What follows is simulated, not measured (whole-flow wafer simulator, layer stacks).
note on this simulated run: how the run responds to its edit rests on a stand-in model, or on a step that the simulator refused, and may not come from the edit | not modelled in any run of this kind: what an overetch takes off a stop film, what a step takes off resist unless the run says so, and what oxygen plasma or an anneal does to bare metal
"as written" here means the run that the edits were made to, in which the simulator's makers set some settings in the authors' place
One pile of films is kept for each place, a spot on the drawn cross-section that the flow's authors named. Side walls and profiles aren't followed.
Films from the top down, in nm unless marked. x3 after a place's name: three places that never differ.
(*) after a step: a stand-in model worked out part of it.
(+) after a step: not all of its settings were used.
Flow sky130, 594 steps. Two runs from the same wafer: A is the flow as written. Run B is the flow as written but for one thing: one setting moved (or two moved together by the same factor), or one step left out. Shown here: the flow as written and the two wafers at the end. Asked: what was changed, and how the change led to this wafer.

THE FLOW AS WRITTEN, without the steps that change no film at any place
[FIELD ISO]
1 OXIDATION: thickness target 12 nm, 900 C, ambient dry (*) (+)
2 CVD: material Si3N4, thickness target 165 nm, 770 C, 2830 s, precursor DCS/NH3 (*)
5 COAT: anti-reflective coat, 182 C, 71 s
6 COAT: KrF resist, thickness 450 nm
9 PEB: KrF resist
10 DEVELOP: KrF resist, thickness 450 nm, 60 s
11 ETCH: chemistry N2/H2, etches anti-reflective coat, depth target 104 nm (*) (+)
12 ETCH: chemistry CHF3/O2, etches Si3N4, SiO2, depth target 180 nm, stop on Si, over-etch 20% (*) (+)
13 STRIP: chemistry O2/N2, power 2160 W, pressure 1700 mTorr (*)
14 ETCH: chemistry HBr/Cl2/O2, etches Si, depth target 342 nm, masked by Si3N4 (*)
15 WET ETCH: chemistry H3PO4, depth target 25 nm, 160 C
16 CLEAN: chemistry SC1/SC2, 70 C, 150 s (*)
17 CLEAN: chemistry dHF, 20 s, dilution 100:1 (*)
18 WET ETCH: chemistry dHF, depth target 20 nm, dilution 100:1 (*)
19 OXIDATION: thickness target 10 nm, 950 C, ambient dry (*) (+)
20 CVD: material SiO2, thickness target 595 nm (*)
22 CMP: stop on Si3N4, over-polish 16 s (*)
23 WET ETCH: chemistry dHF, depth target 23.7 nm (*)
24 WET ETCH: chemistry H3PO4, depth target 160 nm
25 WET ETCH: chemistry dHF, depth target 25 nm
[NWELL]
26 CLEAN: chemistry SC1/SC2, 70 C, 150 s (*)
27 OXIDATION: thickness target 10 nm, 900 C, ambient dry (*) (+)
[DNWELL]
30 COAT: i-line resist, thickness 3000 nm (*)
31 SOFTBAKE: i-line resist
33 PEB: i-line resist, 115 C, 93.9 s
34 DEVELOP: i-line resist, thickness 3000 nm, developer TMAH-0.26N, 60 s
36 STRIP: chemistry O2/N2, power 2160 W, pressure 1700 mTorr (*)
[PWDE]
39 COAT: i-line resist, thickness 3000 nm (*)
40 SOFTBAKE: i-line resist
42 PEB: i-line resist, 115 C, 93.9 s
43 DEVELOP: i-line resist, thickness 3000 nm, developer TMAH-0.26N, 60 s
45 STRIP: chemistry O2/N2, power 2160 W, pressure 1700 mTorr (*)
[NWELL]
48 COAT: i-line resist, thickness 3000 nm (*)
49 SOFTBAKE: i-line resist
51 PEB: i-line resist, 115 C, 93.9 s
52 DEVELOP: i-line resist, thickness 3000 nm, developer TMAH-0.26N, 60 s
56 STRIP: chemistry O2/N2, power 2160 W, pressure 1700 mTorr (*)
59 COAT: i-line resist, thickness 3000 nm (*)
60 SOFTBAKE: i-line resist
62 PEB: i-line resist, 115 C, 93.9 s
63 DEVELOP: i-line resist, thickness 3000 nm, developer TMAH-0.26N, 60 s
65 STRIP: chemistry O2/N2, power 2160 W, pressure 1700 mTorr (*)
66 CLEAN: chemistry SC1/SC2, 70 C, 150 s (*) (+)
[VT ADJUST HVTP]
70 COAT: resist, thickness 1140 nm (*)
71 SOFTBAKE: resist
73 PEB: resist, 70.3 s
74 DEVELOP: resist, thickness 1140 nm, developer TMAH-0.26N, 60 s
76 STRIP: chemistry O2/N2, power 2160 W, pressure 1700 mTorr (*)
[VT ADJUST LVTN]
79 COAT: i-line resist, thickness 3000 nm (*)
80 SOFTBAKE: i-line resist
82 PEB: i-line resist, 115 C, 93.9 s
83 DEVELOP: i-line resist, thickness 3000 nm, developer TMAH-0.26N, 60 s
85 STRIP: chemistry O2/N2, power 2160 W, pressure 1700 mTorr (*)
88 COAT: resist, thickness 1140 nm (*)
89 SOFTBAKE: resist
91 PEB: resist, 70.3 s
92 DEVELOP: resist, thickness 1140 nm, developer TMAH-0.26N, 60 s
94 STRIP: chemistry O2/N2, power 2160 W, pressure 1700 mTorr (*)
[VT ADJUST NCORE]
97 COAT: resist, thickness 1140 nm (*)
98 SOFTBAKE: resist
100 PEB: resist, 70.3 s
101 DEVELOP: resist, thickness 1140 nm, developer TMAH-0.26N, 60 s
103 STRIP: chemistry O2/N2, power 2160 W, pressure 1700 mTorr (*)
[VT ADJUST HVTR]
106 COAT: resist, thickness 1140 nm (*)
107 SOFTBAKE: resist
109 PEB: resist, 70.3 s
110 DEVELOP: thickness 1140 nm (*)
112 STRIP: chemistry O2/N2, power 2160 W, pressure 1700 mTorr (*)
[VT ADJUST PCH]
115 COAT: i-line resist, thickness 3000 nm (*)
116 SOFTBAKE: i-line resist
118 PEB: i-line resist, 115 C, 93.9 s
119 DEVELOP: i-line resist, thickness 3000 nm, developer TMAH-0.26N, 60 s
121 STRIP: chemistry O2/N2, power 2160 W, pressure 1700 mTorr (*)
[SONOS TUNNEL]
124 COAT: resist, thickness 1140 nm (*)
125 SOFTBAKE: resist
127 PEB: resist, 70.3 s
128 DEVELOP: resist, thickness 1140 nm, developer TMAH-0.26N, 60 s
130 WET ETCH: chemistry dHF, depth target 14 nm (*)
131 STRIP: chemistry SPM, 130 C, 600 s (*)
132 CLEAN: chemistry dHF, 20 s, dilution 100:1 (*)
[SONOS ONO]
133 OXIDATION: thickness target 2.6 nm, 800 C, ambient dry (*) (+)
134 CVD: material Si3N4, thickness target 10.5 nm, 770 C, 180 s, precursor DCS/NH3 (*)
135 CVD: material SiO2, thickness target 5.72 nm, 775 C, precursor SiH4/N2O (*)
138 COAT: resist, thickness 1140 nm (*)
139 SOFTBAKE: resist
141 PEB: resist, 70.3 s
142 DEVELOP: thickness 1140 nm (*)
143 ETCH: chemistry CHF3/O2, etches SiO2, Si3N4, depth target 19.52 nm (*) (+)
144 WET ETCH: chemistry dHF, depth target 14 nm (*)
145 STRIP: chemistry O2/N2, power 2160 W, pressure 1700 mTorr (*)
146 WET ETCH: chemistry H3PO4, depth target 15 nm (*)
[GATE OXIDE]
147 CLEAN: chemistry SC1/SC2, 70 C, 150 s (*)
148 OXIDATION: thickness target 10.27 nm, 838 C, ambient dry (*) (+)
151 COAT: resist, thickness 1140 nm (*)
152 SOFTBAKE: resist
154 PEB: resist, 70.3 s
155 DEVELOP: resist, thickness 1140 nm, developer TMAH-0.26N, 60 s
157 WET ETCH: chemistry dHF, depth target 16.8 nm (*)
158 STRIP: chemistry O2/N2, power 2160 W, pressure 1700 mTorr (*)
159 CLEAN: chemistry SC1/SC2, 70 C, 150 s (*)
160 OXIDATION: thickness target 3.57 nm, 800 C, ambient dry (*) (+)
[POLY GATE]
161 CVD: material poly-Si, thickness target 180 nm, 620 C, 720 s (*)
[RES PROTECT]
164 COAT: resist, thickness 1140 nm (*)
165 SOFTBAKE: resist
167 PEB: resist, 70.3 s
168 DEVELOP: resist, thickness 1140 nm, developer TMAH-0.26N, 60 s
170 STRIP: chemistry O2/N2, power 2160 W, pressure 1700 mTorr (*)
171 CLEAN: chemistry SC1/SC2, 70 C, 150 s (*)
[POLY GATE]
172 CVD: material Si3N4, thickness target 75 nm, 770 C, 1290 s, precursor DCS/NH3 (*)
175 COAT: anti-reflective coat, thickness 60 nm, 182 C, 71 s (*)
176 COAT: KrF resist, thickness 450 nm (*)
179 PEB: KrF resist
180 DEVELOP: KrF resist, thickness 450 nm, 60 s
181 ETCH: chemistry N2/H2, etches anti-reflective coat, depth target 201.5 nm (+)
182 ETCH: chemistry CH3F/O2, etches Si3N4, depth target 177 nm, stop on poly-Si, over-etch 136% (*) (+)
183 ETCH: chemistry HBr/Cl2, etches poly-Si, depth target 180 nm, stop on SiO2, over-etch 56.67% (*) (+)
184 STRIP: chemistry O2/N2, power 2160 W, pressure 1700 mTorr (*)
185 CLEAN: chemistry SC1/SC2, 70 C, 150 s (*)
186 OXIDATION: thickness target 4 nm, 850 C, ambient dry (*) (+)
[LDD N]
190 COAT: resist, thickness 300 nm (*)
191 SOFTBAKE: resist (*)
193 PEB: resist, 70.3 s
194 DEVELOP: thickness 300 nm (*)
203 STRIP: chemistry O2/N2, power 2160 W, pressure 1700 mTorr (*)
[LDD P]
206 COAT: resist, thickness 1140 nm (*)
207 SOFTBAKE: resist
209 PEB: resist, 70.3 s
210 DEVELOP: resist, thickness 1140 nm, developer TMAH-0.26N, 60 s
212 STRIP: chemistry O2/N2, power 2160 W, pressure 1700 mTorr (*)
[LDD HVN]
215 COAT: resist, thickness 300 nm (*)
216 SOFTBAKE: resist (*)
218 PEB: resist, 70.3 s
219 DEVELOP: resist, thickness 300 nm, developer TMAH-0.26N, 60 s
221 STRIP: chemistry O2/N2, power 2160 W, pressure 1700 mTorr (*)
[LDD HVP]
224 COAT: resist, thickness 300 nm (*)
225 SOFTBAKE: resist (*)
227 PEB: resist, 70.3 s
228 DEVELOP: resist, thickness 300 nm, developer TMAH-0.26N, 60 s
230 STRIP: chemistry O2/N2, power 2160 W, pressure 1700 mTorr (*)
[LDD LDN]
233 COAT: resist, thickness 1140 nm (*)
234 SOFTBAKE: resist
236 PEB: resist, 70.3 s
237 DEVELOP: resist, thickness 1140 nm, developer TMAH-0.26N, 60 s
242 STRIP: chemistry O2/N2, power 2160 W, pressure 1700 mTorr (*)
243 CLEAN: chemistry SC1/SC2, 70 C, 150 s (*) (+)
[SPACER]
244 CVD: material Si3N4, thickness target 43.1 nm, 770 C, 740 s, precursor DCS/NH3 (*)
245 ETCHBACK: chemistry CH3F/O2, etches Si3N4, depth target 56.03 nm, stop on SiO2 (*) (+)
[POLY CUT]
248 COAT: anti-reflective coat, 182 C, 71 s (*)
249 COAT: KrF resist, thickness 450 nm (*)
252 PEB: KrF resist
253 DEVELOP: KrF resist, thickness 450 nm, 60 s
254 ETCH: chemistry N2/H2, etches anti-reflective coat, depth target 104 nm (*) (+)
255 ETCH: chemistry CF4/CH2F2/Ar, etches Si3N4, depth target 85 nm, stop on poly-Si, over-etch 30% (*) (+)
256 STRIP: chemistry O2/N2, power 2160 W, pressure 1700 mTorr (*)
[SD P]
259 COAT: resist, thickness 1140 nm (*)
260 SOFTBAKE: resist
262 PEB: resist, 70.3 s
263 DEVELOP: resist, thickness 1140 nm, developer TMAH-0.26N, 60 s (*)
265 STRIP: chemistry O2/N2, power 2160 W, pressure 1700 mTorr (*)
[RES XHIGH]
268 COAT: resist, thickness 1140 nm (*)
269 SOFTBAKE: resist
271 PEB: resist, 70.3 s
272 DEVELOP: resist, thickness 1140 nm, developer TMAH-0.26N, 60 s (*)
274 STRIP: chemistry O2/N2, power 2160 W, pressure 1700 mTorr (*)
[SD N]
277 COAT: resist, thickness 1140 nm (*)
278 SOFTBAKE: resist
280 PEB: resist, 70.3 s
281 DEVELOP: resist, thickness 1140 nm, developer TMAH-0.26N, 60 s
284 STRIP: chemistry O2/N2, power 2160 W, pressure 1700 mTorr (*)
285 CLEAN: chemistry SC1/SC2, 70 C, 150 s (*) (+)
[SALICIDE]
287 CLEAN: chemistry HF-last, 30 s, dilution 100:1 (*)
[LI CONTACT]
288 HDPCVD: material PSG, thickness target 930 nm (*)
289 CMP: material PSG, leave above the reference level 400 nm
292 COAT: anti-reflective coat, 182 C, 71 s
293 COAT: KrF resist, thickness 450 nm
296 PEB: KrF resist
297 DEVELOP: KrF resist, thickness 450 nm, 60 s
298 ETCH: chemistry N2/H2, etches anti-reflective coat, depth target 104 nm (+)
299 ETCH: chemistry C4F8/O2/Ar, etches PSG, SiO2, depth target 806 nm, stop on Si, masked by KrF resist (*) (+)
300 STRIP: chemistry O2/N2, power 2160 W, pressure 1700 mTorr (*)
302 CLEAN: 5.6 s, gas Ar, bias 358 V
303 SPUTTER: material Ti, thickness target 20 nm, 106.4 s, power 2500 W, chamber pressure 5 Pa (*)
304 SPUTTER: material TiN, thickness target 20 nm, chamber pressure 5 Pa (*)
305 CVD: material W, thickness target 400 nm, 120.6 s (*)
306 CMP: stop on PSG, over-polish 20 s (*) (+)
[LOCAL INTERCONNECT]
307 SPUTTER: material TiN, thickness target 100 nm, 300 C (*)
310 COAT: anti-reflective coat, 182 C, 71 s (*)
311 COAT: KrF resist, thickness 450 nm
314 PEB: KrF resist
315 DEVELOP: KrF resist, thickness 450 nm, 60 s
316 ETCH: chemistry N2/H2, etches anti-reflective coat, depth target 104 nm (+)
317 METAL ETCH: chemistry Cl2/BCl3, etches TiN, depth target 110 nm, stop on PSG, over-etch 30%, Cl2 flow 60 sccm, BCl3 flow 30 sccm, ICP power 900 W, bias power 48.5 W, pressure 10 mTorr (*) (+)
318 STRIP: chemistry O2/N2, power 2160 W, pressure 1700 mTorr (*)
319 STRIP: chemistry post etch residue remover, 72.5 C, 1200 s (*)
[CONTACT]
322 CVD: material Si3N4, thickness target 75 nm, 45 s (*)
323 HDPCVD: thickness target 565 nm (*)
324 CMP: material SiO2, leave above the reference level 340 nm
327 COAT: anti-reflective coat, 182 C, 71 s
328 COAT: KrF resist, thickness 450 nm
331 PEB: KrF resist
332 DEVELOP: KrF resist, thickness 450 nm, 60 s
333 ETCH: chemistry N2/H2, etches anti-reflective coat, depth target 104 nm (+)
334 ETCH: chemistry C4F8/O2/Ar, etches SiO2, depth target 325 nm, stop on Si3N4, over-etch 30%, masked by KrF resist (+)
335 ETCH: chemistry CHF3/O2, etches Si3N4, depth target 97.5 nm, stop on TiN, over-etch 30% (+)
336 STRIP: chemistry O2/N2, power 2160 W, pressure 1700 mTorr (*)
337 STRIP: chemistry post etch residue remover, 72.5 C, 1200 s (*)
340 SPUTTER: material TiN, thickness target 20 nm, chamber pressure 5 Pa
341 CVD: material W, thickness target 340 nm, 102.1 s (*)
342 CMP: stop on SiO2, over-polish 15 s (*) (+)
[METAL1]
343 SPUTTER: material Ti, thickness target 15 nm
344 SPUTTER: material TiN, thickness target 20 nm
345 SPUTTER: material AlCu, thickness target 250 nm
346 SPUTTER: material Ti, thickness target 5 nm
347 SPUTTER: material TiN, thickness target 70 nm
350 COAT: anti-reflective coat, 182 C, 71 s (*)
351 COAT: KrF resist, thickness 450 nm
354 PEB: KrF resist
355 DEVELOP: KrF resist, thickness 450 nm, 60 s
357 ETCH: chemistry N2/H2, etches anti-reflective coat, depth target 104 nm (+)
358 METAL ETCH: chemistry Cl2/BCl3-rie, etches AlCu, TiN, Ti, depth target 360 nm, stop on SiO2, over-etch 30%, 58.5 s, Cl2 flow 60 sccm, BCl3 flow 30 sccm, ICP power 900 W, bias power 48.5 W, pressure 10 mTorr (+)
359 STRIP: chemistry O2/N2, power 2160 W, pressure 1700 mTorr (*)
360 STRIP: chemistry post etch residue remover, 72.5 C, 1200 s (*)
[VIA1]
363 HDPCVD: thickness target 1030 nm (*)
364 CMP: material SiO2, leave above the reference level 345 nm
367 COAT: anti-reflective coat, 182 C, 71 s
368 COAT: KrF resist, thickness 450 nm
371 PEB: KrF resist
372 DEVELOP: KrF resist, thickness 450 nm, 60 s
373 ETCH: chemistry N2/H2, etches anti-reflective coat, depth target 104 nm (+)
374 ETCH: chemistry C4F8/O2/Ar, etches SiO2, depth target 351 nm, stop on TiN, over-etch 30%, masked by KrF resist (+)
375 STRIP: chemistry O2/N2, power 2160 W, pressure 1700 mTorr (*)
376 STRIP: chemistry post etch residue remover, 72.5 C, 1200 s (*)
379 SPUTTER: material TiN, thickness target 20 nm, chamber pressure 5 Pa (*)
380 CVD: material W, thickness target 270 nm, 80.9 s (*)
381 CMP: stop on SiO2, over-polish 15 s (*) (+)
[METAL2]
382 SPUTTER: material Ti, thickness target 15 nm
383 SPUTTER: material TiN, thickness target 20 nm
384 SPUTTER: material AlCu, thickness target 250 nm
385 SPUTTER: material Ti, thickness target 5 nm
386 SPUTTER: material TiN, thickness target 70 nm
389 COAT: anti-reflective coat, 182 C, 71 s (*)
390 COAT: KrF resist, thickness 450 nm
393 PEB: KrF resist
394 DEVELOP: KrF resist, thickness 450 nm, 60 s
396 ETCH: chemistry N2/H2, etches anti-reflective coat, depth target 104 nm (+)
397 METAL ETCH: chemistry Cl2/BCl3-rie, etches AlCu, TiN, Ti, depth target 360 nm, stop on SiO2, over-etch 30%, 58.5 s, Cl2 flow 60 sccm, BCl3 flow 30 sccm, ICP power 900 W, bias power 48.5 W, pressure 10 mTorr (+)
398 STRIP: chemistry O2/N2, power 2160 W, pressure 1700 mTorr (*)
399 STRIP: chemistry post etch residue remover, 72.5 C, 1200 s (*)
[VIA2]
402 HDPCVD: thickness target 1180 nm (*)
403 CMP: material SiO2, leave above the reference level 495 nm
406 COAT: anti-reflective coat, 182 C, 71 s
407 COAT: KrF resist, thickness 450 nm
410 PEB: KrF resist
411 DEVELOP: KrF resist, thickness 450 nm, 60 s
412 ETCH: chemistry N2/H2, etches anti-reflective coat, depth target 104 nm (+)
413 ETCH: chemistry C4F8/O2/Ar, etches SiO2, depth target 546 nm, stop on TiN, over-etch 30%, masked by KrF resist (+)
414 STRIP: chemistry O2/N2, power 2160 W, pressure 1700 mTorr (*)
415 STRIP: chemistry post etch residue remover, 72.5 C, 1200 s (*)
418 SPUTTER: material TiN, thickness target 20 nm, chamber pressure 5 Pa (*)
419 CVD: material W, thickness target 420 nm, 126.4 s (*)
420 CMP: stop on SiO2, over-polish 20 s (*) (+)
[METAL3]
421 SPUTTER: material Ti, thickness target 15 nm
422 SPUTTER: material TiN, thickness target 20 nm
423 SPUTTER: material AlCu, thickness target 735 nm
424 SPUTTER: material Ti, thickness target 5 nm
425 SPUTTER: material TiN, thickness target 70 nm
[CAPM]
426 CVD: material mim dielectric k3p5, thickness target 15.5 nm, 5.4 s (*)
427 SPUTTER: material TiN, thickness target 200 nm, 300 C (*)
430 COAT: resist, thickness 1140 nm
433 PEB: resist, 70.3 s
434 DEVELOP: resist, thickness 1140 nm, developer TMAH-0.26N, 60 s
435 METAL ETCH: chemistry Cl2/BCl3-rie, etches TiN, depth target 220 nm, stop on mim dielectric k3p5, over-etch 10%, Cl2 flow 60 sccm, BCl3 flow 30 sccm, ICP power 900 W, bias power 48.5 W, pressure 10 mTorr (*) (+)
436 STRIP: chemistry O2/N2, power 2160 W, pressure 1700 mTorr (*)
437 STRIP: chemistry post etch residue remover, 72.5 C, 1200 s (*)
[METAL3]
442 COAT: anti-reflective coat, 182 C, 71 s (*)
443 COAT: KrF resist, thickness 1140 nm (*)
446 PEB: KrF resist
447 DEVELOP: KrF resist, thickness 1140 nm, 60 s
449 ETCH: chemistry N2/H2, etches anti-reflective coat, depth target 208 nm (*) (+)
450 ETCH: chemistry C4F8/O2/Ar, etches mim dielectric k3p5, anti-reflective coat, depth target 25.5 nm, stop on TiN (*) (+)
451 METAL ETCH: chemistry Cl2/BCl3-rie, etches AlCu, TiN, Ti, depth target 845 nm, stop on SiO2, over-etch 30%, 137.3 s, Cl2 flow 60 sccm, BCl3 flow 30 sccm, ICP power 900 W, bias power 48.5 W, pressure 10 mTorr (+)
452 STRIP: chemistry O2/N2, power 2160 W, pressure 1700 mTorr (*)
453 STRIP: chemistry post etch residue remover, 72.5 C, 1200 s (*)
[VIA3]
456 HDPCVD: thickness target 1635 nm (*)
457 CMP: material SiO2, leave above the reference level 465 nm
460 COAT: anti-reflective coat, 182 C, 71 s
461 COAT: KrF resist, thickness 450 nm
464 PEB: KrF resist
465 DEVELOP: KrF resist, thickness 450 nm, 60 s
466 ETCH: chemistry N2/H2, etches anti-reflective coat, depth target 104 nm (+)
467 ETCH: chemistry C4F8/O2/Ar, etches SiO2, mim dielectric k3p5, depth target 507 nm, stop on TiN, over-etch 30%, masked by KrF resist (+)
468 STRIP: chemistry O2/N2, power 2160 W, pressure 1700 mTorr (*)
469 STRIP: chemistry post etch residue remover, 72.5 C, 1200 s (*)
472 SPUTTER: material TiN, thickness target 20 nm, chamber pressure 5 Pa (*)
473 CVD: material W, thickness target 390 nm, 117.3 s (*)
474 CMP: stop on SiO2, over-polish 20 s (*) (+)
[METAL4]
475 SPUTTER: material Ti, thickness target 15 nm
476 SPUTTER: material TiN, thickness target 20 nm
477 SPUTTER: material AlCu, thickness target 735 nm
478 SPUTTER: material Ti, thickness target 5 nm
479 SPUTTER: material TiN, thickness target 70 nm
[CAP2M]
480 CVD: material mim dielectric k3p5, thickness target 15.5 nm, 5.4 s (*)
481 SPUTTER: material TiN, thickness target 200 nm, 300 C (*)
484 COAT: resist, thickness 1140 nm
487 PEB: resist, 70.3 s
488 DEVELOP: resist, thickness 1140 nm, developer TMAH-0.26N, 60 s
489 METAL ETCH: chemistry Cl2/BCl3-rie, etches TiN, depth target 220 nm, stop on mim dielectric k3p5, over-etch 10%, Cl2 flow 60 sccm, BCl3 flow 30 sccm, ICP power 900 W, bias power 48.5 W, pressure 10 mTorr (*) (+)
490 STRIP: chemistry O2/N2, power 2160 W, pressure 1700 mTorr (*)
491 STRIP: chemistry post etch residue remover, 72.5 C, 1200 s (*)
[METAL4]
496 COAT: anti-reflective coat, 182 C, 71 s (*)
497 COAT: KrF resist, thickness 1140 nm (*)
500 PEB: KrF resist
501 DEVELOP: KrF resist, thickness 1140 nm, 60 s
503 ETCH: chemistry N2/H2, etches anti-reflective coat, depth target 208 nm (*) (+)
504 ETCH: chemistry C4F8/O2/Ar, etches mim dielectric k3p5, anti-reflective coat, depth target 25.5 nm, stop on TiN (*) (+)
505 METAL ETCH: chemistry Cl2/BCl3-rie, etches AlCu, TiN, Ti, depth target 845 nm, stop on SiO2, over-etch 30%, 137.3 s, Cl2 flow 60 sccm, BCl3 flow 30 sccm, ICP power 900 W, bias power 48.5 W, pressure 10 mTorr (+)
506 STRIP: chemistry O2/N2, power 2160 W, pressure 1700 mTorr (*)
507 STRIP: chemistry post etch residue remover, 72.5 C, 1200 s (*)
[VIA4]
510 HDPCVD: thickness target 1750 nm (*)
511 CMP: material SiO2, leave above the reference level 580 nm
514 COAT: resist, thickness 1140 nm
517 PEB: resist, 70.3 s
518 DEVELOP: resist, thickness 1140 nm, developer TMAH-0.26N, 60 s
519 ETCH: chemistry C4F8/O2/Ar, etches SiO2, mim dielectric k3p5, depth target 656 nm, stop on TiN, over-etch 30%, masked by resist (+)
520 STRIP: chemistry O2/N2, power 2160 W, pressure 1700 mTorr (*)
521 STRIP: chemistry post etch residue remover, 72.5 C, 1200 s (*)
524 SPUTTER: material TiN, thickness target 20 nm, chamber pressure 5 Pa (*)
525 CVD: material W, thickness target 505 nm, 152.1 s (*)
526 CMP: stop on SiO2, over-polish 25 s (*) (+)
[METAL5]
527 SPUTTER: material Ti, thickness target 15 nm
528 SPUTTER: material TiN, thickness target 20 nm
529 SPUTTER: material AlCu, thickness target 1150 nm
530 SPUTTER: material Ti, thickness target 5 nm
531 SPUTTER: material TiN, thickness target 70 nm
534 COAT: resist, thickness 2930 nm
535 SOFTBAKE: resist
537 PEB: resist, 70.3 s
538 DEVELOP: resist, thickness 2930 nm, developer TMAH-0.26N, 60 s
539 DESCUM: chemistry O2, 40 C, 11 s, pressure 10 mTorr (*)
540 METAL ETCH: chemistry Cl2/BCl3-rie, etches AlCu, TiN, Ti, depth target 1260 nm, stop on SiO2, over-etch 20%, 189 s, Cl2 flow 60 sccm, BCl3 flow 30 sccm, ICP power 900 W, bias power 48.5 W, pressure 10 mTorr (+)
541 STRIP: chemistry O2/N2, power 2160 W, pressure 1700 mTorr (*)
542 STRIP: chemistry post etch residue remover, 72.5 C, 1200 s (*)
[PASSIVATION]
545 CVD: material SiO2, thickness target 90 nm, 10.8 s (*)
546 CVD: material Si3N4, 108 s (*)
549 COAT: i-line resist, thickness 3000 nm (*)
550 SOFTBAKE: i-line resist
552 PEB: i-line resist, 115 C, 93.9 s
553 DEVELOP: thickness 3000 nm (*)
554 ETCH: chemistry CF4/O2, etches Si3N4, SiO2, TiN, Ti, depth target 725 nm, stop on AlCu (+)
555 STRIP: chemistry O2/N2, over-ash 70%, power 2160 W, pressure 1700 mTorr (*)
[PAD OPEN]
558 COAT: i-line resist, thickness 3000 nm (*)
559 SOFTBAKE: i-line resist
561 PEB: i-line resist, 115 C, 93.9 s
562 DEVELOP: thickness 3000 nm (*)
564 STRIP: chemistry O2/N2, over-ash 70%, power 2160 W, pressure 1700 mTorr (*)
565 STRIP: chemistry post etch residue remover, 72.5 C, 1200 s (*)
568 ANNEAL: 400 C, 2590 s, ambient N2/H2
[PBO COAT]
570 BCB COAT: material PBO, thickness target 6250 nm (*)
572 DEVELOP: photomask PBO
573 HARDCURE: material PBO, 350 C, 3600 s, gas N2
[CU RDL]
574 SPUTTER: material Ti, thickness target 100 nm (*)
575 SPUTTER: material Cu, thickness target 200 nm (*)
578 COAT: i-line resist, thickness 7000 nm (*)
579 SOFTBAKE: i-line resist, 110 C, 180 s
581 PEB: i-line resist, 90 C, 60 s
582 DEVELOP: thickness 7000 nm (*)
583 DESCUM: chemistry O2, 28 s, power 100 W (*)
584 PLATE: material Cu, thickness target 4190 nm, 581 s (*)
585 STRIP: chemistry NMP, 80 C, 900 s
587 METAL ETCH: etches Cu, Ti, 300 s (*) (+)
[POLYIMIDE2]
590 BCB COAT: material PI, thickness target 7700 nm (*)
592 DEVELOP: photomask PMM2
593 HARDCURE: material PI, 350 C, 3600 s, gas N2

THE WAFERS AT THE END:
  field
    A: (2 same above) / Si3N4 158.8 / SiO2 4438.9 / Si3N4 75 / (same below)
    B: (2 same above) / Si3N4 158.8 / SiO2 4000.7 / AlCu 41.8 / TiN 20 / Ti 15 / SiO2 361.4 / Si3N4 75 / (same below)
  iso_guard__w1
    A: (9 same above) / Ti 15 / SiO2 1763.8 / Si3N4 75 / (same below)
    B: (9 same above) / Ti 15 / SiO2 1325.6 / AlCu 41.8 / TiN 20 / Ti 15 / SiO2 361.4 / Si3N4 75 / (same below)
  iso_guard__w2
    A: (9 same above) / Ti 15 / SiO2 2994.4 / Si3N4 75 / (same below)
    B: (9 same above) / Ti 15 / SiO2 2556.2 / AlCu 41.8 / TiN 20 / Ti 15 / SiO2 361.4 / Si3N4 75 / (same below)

The cause: step 358, METAL ETCH: depth target 212.4 nm was run, where the flow has depth target 360 nm; step 358, METAL ETCH: 34.5 s was run, where the flow has 58.5 s.

How the change led to this, step by step:
  358 METAL ETCH: chemistry Cl2/BCl3-rie, etches AlCu, TiN, Ti, depth target 360 nm, stop on SiO2, over-etch 30%, 58.5 s, Cl2 flow 60 sccm, BCl3 flow 30 sccm, ICP power 900 W, bias power 48.5 W, pressure 10 mTorr (+)
      field, active, gate and 81 more: A TiN -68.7 (all of it), Ti -5 (all of it), AlCu -250 (all of it), TiN -20 (all of it), Ti -15 (all of it), SiO2 -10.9 | B TiN -68.7 (all of it), Ti -5 (all of it), AlCu -202.5
      n_well, p_well, gate_hv and 104 more: A KrF resist -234 | B KrF resist -138.1
  359 STRIP: chemistry O2/N2, power 2160 W, pressure 1700 mTorr (*)
      n_well, p_well, gate_hv and 100 more: A KrF resist -143.8 (all of it), anti-reflective coat -80 (all of it) | B KrF resist -239.8 (all of it), anti-reflective coat -80 (all of it)
      poly_licon, ndiff_licon, ndiff_licon_cpp, rpo_hd_licon: A KrF resist -143.9 (all of it), anti-reflective coat -80.5 (all of it) | B KrF resist -239.8 (all of it), anti-reflective coat -80.5 (all of it)
  360 STRIP: chemistry post etch residue remover, 72.5 C, 1200 s (*)
      field, active, gate and 81 more: A nothing | B AlCu -5.72
  363 HDPCVD: thickness target 1030 nm (*)
      field, active, gate and 81 more: A SiO2 +1030 | B SiO2 +1030 (new film)
  364 CMP: material SiO2, leave above the reference level 345 nm
      field, active, gate and 81 more: A SiO2 -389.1 | B SiO2 -476.8
Counting metal films that touch as one body, field has 1 body; the flow as written gives 0 bodies.
Counting metal films that touch as one body, iso_guard__w1 has 2 bodies (between them, from the top down: SiO2 1325.6); the flow as written gives 1 body.
Counting metal films that touch as one body, iso_guard__w2 has 2 bodies (between them, from the top down: SiO2 2556.2); the flow as written gives 1 body.
